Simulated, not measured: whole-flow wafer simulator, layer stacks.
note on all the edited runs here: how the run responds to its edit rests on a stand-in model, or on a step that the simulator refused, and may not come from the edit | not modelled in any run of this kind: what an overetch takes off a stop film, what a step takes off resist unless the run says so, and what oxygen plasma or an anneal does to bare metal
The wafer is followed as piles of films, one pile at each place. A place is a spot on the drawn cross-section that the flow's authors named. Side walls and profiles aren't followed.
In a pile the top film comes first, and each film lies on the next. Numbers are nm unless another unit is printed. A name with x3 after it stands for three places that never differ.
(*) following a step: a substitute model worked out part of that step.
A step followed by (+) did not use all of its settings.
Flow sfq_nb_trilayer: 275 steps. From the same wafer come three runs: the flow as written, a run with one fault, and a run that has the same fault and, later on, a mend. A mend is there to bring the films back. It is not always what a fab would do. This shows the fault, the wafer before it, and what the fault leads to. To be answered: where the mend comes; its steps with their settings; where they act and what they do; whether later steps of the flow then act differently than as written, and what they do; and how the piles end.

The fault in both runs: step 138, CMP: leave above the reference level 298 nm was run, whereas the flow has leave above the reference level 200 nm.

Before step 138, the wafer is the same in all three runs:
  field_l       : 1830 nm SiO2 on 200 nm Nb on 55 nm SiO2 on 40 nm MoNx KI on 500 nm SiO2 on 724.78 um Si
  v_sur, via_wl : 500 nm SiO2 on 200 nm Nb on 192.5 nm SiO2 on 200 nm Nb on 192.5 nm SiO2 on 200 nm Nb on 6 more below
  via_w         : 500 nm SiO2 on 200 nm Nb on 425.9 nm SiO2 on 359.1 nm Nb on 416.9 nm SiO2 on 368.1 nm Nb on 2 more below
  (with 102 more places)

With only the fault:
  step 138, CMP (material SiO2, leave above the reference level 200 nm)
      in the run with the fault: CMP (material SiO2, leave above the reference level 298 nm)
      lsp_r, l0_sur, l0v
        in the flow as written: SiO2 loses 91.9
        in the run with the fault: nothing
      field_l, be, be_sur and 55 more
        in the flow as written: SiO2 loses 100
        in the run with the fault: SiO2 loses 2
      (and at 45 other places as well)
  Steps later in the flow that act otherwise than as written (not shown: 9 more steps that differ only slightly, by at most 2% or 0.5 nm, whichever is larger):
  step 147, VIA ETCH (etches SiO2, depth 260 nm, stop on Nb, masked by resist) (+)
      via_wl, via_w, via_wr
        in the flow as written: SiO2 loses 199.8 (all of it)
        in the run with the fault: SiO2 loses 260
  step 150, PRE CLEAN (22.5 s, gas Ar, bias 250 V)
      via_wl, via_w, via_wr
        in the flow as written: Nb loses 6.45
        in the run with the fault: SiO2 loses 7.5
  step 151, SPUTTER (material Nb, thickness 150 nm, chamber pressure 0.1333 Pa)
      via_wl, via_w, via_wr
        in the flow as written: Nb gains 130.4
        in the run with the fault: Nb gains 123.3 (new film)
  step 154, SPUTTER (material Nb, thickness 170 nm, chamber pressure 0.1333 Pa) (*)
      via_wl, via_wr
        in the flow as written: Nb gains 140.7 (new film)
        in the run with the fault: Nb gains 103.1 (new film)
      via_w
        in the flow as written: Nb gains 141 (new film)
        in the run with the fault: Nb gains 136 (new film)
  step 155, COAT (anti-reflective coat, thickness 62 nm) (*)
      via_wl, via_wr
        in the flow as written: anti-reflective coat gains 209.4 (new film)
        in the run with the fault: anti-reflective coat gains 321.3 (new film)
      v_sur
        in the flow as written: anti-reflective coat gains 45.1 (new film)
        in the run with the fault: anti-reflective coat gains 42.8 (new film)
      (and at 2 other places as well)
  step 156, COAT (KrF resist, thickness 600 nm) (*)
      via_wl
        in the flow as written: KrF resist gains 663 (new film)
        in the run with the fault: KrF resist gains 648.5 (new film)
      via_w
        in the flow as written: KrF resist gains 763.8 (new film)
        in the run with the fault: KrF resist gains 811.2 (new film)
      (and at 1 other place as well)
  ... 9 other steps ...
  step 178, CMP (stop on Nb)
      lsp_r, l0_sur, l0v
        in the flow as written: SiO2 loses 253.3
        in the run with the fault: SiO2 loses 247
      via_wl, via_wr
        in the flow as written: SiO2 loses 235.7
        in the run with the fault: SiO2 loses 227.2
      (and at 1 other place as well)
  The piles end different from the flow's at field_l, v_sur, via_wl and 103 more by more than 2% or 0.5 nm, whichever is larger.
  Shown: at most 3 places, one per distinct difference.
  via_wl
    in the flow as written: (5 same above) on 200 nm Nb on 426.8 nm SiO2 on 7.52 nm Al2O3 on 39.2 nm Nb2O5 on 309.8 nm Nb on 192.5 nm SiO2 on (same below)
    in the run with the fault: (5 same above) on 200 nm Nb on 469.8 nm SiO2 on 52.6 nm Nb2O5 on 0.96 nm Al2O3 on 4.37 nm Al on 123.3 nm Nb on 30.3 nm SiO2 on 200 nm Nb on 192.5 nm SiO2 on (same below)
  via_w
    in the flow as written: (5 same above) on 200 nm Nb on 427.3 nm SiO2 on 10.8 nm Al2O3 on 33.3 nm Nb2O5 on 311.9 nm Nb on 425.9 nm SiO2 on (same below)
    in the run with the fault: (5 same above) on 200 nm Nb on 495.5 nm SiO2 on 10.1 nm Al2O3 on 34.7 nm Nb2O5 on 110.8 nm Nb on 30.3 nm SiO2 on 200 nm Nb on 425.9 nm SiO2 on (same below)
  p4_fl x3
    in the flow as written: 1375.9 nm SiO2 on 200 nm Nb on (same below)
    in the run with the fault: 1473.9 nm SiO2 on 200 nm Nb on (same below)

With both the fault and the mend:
  The mend stands after step 145.
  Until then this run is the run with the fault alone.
  step 145a, STRIP (over-ash 65%, gas O2, power 200 W) (*)
      field_l, v_sur, via_sp and 83 more
        KrF resist loses 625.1 (all of it), anti-reflective coat loses 62 (all of it)
      ce_l, c5j, ce_r and 7 more
        KrF resist loses 625 (all of it), anti-reflective coat loses 62 (all of it)
      via_wl, via_w, via_wr
        anti-reflective coat loses 62 (all of it)
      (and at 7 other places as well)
  step 145b, CMP (material SiO2, leave above the reference level 200 nm) (the flow's step 138, run once more)
      field_l, v_sur, via_wl and 100 more
        SiO2 loses 98
      lsp_r, l0_sur, l0v
        SiO2 loses 91.9
  step 145c, COAT (anti-reflective coat, thickness 62 nm) (the flow's step 140, run once more)
      field_l, v_sur, via_wl and 103 more
        anti-reflective coat gains 62 (new film)
  step 145d, COAT (KrF resist, thickness 650 nm) (the flow's step 141, run once more)
      field_l, v_sur, via_wl and 103 more
        KrF resist gains 650 (new film)
  step 145e, SOFTBAKE (KrF resist) (the flow's step 142, run once more)
      does not change any film at any place that is followed
  step 145f, EXPOSE (photomask I4, dose 11.93 mJ/cm2, NA 0.6, wavelength 248 nm) (*) (the flow's step 143, run once more)
      does not change any film at any place that is followed
  step 145g, PEB (KrF resist, 90 s) (the flow's step 144, run once more)
      field_l, v_sur, via_wl and 103 more
        KrF resist loses 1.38
  step 145h, DEVELOP (KrF resist, thickness 650 nm, 60 s) (the flow's step 145, run once more)
      field_l, v_sur, via_sp and 100 more
        KrF resist loses 23.5
      via_wl, via_w, via_wr
        KrF resist loses 648.6 (all of it)
  Later steps of the flow that are run all act as written at every place that is followed.
  The piles end the same as the flow's at every place that both follow.
